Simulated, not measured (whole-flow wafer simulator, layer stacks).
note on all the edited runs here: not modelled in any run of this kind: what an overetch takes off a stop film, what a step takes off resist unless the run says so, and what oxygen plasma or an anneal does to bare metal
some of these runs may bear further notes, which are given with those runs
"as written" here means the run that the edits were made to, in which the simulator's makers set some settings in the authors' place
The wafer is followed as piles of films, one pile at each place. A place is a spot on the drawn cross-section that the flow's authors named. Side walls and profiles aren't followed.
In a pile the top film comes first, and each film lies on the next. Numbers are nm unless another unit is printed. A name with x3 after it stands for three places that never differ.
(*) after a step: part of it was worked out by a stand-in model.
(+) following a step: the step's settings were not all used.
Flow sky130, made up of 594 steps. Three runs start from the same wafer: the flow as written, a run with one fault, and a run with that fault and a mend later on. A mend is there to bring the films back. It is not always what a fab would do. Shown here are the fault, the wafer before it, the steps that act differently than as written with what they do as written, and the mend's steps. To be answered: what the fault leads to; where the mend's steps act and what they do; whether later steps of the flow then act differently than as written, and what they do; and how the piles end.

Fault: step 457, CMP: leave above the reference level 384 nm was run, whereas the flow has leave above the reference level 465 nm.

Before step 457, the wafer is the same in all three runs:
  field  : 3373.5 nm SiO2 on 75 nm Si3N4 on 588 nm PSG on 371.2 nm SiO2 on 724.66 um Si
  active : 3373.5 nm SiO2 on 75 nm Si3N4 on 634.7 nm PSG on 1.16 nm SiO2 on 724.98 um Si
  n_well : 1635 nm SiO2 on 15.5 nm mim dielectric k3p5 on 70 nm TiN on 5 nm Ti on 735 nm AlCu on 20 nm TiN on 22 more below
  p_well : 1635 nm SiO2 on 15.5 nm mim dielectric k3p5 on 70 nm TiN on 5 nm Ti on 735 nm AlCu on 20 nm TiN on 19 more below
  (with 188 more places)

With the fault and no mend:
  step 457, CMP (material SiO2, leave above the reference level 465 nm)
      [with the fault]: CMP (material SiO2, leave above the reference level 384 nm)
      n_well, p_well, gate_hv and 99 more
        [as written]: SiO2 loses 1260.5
        [with the fault]: SiO2 loses 1341.5
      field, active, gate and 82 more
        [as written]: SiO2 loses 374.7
        [with the fault]: SiO2 loses 455.7
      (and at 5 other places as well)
  Later steps of the flow acting differently than as written (not shown: 1 more step that differs only slightly, by at most 2% or 0.5 nm, whichever is larger):
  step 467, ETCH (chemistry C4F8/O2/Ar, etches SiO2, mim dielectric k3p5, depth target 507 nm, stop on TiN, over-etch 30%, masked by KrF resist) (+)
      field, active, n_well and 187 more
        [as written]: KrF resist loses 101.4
        [with the fault]: KrF resist loses 80.3
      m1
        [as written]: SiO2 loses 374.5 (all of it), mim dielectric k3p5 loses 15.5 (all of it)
        [with the fault]: SiO2 loses 293.5 (all of it), mim dielectric k3p5 loses 15.5 (all of it)
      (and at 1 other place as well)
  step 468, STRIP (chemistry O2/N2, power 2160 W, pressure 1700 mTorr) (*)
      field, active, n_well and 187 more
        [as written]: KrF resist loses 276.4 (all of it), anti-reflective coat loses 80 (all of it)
        [with the fault]: KrF resist loses 297.5 (all of it), anti-reflective coat loses 80 (all of it)
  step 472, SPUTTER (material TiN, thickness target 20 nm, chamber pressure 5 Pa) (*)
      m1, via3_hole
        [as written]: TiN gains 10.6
        [with the fault]: TiN gains 11.7
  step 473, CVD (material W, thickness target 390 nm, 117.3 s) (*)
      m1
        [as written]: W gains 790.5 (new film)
        [with the fault]: W gains 708.3 (new film)
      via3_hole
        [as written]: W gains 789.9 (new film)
        [with the fault]: W gains 707.7 (new film)
  At n_well, p_well, gate_hv and 120 more, the piles at the end differ from the flow's by more than 2% or 0.5 nm, whichever is larger.
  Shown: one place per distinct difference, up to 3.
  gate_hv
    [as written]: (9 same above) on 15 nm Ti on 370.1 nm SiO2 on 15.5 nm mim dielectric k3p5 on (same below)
    [with the fault]: (9 same above) on 15 nm Ti on 289.1 nm SiO2 on 15.5 nm mim dielectric k3p5 on (same below)
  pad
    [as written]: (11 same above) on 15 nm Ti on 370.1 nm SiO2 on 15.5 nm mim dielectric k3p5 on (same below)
    [with the fault]: (11 same above) on 15 nm Ti on 289.1 nm SiO2 on 15.5 nm mim dielectric k3p5 on (same below)
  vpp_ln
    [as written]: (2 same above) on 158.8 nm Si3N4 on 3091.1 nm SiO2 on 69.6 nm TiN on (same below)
    [with the fault]: (2 same above) on 158.8 nm Si3N4 on 3010.1 nm SiO2 on 69.6 nm TiN on (same below)

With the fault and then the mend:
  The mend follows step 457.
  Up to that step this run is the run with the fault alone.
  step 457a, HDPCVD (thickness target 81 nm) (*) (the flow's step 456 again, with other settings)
      field, active, n_well and 189 more
        SiO2 gains 81
  Later steps of the flow that are run all act as written at every place that is followed, up to a difference of at most 2% or 0.5 nm, whichever is larger.
  At every place that both follow, the piles at the end match the flow's.
